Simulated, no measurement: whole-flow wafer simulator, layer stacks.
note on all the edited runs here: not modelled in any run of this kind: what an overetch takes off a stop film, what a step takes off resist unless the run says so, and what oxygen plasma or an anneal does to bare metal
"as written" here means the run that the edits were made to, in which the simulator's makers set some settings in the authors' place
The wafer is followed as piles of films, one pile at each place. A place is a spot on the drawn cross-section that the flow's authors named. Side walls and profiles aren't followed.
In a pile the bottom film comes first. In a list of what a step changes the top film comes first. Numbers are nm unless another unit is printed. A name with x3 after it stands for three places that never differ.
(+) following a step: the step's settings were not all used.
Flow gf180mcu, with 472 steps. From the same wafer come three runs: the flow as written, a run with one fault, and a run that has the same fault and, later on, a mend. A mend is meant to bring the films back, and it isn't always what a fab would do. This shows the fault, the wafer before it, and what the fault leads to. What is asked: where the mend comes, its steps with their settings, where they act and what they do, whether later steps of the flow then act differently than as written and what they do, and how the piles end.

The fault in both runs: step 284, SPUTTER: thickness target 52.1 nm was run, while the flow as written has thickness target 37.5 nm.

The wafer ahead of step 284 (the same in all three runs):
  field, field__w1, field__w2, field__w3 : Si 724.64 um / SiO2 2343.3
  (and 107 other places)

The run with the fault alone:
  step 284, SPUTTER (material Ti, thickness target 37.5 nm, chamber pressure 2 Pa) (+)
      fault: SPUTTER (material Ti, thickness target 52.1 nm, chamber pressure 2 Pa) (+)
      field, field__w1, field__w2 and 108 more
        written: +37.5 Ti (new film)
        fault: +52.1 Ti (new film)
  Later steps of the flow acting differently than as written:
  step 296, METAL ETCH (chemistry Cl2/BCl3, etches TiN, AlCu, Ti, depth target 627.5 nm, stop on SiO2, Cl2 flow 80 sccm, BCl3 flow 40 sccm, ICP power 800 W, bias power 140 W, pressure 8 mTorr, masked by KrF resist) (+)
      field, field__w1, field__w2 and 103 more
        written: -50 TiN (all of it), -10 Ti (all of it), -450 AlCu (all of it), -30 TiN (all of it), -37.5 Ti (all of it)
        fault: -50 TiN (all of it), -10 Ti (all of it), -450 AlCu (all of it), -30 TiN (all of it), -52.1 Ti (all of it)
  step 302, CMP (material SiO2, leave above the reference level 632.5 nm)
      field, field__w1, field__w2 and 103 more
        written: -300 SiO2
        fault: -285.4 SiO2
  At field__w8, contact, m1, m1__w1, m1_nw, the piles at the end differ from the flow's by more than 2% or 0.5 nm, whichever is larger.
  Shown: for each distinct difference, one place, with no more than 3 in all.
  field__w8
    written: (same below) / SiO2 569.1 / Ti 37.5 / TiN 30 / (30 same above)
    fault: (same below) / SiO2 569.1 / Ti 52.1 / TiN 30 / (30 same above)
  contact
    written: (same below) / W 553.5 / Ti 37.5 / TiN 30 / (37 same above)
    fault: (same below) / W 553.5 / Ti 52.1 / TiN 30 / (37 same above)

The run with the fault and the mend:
  After step 284 comes the mend.
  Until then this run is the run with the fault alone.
  step 284a, METAL ETCH (chemistry Cl2/BCl3, etches TiN, AlCu, Ti, depth target 14.6 nm, Cl2 flow 80 sccm, BCl3 flow 40 sccm, ICP power 800 W, bias power 140 W, pressure 8 mTorr) (the flow's step 260, run once more with other settings)
      field, field__w1, field__w2 and 108 more
        -14.6 Ti
  Every later step of the flow that is run acts as written at every place that is followed.
  The piles end the same as the flow's at every place that both follow.
